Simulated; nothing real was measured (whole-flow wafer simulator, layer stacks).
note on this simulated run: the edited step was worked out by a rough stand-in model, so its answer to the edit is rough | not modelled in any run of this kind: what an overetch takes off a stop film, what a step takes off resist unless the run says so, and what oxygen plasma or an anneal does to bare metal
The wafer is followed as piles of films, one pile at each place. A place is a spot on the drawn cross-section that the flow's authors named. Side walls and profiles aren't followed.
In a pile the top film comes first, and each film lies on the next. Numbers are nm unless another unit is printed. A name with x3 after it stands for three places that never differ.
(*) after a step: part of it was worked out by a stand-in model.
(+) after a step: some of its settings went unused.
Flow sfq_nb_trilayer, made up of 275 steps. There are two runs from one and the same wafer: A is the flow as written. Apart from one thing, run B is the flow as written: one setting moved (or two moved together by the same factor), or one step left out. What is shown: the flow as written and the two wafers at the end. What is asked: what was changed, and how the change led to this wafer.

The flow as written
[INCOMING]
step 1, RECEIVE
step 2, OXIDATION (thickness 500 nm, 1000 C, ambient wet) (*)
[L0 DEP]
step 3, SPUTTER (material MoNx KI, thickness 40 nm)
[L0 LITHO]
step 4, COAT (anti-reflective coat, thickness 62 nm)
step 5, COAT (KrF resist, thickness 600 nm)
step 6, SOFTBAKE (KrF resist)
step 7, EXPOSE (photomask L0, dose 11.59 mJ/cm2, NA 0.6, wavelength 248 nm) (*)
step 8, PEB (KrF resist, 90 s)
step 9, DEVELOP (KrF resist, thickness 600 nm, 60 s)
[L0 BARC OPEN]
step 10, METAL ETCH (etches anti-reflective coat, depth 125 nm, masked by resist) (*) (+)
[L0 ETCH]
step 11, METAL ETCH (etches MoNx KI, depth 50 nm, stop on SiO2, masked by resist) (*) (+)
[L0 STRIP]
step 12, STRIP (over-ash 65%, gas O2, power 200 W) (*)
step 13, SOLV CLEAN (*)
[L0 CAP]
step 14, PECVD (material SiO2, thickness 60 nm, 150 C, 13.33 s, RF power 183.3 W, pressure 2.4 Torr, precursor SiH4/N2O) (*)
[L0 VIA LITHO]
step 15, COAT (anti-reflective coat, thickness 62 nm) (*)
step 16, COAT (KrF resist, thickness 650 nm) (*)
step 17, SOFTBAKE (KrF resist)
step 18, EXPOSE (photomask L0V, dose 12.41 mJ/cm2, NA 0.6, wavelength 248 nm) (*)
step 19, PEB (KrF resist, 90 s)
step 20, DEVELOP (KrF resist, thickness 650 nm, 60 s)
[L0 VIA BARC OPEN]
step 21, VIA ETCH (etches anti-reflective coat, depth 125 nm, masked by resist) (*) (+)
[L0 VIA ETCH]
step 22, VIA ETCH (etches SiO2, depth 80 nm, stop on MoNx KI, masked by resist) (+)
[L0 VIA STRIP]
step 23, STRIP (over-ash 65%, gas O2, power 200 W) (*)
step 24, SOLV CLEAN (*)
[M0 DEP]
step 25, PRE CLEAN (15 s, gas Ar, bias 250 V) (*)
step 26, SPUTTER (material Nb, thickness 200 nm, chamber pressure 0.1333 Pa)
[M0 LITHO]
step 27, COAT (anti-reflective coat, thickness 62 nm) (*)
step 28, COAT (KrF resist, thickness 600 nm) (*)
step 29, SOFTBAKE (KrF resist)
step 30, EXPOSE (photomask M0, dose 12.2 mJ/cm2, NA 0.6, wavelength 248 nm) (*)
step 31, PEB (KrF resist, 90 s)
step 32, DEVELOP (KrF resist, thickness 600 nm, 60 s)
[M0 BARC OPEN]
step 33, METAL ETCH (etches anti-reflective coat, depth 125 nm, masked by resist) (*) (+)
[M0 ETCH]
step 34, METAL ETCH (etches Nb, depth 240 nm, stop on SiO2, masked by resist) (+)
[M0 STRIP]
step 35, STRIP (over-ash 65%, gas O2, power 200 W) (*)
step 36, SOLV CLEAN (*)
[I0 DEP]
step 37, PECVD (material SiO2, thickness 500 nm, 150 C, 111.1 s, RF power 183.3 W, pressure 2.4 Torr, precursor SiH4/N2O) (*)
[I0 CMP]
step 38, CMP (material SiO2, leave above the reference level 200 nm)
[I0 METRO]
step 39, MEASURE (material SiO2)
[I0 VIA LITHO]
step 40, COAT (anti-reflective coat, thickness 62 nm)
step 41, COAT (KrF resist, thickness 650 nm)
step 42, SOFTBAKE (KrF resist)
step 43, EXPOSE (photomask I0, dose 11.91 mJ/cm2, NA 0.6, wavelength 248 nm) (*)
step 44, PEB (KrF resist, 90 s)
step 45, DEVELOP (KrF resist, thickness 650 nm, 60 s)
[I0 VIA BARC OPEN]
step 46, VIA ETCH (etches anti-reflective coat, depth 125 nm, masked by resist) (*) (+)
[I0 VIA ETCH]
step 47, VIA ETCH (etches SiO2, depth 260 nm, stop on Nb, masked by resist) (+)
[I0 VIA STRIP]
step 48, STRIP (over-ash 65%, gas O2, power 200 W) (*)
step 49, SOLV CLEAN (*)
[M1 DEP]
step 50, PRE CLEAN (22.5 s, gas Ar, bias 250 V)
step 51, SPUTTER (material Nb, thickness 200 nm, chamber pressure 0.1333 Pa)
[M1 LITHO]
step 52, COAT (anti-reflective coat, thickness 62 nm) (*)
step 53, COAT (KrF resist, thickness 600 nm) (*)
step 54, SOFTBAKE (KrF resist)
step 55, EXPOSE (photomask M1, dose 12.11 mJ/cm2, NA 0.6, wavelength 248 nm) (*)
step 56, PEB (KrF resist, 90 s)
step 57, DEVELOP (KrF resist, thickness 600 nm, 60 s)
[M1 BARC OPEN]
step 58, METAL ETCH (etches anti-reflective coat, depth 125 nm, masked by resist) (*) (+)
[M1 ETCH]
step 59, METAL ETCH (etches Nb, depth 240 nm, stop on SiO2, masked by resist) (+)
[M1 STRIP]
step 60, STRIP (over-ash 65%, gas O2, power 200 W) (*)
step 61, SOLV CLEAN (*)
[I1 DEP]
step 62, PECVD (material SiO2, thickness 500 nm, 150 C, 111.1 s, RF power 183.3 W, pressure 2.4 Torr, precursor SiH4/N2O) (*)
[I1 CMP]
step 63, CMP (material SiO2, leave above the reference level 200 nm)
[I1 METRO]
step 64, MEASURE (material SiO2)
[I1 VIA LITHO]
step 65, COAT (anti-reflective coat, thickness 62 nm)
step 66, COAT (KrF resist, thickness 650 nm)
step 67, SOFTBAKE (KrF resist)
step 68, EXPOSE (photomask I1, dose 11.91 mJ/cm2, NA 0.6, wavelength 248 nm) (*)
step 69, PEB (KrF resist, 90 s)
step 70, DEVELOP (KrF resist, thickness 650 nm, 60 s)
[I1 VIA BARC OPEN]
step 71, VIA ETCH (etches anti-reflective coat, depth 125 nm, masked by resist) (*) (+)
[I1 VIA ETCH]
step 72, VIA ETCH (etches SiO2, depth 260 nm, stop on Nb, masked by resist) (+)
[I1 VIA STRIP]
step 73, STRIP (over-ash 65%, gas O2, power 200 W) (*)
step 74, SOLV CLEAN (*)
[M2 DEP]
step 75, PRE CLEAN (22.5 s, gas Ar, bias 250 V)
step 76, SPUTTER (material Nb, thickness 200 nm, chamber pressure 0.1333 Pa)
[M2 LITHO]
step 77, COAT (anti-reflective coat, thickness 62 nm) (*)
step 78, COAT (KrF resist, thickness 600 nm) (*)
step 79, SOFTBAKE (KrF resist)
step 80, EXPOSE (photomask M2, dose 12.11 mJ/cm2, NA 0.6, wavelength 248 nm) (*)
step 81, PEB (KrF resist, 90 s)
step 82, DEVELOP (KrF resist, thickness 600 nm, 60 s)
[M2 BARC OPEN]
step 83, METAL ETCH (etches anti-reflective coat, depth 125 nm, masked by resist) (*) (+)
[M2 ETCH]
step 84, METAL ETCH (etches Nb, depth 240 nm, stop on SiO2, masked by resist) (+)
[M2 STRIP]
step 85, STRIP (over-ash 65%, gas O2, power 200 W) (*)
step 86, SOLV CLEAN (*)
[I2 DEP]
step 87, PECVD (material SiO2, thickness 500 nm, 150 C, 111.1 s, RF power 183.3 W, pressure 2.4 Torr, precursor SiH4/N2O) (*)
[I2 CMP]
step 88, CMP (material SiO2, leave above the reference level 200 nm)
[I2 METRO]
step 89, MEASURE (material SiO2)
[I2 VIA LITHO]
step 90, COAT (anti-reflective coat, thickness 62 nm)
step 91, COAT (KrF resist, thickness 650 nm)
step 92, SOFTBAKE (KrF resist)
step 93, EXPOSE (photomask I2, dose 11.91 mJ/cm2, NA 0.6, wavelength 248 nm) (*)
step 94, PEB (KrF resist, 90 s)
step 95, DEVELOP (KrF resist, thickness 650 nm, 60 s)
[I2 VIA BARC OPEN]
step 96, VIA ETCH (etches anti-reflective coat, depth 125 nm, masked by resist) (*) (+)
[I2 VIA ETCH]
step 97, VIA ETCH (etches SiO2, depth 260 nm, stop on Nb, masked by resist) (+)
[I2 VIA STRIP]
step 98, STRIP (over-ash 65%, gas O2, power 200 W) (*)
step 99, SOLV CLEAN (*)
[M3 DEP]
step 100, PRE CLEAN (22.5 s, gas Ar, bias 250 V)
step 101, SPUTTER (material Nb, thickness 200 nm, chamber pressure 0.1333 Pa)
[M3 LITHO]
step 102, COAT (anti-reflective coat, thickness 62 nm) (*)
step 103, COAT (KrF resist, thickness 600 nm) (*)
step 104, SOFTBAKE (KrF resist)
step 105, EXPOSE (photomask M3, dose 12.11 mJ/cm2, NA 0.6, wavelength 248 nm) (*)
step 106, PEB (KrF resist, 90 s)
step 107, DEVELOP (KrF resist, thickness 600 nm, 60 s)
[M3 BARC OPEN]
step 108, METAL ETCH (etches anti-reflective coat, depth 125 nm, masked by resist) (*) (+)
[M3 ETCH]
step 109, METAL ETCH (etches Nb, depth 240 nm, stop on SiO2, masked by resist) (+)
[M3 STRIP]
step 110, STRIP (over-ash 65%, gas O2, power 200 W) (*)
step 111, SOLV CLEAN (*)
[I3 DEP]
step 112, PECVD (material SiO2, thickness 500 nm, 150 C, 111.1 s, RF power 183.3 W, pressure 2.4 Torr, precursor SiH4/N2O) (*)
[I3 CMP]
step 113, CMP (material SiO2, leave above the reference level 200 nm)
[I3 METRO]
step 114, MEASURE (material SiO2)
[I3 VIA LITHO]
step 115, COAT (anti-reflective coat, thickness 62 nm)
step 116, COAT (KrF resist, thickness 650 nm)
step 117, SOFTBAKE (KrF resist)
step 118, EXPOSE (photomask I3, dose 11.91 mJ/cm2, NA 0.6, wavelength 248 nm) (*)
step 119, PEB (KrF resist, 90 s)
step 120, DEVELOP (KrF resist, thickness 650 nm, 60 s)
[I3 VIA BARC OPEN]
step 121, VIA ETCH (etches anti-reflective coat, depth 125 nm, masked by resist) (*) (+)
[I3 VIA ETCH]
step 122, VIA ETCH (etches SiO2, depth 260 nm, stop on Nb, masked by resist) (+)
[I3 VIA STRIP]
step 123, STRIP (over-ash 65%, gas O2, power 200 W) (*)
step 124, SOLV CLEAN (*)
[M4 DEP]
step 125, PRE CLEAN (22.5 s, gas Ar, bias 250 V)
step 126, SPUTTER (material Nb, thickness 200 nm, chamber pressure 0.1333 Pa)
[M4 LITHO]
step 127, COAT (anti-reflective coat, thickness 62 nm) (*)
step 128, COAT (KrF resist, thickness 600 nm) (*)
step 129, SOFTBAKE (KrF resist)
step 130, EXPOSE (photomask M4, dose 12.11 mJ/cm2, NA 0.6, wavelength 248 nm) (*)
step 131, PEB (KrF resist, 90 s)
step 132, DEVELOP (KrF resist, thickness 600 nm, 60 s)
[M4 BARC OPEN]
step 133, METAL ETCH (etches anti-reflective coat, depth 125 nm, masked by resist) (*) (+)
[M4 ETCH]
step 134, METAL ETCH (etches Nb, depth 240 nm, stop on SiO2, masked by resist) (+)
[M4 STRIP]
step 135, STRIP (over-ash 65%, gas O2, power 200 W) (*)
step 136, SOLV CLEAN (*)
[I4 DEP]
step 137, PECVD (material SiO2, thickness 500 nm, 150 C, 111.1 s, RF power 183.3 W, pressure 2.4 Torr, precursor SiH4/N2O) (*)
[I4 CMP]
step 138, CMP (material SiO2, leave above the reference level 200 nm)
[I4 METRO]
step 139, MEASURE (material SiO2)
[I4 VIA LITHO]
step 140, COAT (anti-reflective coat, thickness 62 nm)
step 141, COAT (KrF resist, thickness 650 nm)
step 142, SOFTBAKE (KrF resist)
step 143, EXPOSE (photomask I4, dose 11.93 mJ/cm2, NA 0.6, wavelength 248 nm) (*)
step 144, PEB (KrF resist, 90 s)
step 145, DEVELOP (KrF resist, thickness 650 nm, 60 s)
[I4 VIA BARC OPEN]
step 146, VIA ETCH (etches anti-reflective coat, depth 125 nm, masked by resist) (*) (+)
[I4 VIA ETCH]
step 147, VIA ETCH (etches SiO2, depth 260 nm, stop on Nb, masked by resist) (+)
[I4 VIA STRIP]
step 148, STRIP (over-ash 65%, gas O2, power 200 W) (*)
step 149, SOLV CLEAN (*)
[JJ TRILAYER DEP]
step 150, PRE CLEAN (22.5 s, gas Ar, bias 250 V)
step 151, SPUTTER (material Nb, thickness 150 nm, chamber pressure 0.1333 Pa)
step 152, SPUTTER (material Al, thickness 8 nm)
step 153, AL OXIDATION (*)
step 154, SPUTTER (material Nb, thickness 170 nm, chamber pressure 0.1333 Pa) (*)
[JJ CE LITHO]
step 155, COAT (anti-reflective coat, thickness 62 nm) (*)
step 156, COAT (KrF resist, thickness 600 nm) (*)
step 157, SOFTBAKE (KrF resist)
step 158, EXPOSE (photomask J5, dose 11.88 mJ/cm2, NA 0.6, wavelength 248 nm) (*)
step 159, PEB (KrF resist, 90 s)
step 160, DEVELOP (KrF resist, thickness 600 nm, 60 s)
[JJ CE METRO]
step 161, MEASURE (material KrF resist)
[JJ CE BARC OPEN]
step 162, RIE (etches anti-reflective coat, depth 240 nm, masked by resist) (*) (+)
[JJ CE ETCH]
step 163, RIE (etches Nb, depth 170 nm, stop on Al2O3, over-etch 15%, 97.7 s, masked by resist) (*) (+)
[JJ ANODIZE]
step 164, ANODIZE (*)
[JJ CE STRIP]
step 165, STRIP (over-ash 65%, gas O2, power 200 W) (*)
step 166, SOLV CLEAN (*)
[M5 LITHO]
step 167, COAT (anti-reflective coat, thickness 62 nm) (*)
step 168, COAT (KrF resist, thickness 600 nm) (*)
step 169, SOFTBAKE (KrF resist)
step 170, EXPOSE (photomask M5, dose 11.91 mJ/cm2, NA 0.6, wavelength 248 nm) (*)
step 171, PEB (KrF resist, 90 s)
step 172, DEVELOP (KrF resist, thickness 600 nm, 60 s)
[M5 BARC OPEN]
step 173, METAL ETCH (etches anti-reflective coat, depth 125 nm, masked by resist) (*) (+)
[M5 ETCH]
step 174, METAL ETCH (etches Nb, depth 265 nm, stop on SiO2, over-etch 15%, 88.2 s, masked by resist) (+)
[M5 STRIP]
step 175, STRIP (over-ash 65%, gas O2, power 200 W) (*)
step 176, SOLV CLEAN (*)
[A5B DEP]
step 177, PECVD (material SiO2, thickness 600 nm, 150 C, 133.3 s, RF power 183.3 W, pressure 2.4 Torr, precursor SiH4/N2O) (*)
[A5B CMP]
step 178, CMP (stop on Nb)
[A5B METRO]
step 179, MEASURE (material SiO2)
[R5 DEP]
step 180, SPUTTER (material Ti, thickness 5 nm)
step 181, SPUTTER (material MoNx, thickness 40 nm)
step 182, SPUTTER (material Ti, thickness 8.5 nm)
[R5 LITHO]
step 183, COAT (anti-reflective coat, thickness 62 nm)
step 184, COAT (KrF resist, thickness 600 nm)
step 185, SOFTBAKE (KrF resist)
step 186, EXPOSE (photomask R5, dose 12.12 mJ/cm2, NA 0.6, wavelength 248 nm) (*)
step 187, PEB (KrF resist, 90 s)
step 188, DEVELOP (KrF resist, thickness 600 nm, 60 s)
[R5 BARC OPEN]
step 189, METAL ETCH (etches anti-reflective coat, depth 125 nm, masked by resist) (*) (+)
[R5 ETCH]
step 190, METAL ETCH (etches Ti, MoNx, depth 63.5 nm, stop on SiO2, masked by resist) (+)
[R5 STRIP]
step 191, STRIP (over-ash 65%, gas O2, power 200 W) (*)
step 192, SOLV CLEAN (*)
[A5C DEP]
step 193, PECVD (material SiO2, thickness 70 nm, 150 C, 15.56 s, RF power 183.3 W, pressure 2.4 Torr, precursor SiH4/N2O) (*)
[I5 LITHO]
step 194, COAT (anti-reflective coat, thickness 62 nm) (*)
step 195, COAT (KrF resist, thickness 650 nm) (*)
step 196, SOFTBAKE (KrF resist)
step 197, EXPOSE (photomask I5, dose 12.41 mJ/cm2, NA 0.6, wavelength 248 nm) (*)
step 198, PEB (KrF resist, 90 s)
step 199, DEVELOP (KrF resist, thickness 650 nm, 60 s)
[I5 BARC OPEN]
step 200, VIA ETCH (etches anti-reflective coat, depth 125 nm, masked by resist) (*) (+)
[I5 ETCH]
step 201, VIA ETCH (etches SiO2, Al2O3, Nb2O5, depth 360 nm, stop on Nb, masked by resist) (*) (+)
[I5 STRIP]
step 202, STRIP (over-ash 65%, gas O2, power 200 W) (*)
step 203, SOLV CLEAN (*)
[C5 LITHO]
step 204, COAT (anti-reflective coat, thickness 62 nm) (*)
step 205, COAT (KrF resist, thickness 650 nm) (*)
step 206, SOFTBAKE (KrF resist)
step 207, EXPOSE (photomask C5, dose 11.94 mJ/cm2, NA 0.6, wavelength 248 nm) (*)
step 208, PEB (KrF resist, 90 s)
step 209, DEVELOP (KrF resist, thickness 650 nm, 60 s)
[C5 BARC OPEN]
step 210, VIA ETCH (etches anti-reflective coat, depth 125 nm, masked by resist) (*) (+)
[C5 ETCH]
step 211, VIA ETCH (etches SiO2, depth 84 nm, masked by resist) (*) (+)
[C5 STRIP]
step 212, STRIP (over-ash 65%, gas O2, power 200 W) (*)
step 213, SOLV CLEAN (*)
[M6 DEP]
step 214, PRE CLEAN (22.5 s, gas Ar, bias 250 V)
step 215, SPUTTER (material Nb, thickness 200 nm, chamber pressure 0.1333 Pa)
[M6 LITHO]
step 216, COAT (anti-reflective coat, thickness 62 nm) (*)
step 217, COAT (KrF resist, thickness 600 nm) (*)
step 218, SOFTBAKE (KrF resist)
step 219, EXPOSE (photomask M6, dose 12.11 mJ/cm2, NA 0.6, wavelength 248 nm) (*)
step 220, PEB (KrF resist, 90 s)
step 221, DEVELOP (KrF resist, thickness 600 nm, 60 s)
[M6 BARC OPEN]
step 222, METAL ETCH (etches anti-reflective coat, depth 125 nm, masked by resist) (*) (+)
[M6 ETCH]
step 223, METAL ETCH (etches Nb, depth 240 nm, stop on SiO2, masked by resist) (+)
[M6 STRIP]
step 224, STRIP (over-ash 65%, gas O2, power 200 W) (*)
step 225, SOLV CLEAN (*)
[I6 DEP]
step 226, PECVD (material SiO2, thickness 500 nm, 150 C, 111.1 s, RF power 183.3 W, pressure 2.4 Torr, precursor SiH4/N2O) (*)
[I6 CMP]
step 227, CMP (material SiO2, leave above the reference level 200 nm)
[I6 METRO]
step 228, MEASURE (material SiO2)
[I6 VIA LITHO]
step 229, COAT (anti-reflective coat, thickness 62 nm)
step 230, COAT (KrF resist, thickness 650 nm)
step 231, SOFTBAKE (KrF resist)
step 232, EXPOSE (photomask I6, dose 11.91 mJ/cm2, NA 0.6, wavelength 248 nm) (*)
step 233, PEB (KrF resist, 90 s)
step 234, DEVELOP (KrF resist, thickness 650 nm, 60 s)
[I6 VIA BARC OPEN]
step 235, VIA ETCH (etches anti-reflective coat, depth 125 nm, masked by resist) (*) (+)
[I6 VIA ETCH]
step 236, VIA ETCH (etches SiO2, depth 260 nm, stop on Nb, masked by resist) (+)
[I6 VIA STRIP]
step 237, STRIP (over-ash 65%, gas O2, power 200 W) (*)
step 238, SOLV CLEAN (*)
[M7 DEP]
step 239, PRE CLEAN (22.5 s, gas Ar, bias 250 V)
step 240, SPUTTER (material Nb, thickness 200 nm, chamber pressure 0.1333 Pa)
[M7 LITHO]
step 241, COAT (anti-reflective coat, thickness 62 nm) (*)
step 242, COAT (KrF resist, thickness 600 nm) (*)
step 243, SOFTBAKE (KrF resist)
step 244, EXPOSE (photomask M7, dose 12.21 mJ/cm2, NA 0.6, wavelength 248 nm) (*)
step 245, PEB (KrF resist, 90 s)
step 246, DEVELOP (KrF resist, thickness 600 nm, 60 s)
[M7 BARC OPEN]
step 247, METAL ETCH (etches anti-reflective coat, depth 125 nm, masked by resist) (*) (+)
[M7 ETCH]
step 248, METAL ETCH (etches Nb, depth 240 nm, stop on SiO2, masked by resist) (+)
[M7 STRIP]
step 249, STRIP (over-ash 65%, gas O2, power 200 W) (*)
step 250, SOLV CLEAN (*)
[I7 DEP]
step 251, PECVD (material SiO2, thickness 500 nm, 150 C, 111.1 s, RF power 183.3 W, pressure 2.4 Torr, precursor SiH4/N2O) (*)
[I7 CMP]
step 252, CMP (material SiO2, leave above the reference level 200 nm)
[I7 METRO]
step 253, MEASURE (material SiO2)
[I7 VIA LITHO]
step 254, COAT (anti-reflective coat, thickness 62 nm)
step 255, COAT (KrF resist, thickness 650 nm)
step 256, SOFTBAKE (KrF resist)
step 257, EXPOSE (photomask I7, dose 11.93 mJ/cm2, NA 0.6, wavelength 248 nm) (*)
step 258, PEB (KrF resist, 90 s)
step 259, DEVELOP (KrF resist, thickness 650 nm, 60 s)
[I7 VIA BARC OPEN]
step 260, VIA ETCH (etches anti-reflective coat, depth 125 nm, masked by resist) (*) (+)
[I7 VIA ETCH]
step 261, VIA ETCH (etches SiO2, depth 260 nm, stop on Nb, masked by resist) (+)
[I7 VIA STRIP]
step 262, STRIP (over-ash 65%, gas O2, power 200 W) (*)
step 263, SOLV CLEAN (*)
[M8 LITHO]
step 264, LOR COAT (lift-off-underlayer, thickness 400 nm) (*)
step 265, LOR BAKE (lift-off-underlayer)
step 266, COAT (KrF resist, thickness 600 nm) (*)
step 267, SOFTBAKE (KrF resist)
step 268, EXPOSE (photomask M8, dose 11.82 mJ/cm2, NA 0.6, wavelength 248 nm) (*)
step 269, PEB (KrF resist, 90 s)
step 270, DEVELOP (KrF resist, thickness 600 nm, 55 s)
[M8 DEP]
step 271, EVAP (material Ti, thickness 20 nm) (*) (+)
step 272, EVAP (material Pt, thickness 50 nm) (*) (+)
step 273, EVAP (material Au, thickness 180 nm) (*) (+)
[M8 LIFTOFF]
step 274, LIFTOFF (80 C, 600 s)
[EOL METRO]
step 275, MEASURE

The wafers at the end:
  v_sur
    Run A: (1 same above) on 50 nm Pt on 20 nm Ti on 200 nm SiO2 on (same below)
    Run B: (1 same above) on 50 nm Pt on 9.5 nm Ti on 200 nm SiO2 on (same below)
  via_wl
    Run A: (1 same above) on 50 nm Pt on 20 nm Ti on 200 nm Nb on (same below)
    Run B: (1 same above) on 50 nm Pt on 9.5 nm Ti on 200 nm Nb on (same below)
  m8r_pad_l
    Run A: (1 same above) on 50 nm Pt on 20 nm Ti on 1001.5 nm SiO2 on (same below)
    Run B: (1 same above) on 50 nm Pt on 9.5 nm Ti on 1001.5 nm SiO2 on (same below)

The reason: step 271, EVAP: thickness 9.5 nm was run, though the flow has thickness 20 nm.
The wafer itself shows it: v_sur has Ti 9.5, and step 271 as written asks for 20 nm.

How this came from the change, step by step:
  step 271, EVAP (material Ti, thickness 20 nm) (*) (+)
      field_l, v_sur, via_wl and 103 more: A Ti gains 20 (new film) | B Ti gains 9.5 (new film)
  step 274, LIFTOFF (80 C, 600 s)
      p4_fl, p4_fm, p4_w1 and 71 more: A Au loses 180 (all of it), Pt loses 50 (all of it), Ti loses 20 (all of it), KrF resist loses 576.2 (all of it), lift-off-underlayer loses 400 (all of it) | B Au loses 180 (all of it), Pt loses 50 (all of it), Ti loses 9.5 (all of it), KrF resist loses 576.2 (all of it), lift-off-underlayer loses 400 (all of it)
      c5j, ce_r: A Au loses 180 (all of it), Pt loses 50 (all of it), Ti loses 20 (all of it), KrF resist loses 573.3 (all of it), lift-off-underlayer loses 399.3 (all of it) | B Au loses 180 (all of it), Pt loses 50 (all of it), Ti loses 9.5 (all of it), KrF resist loses 573.3 (all of it), lift-off-underlayer loses 399.3 (all of it)
      (and at 19 other places as well)
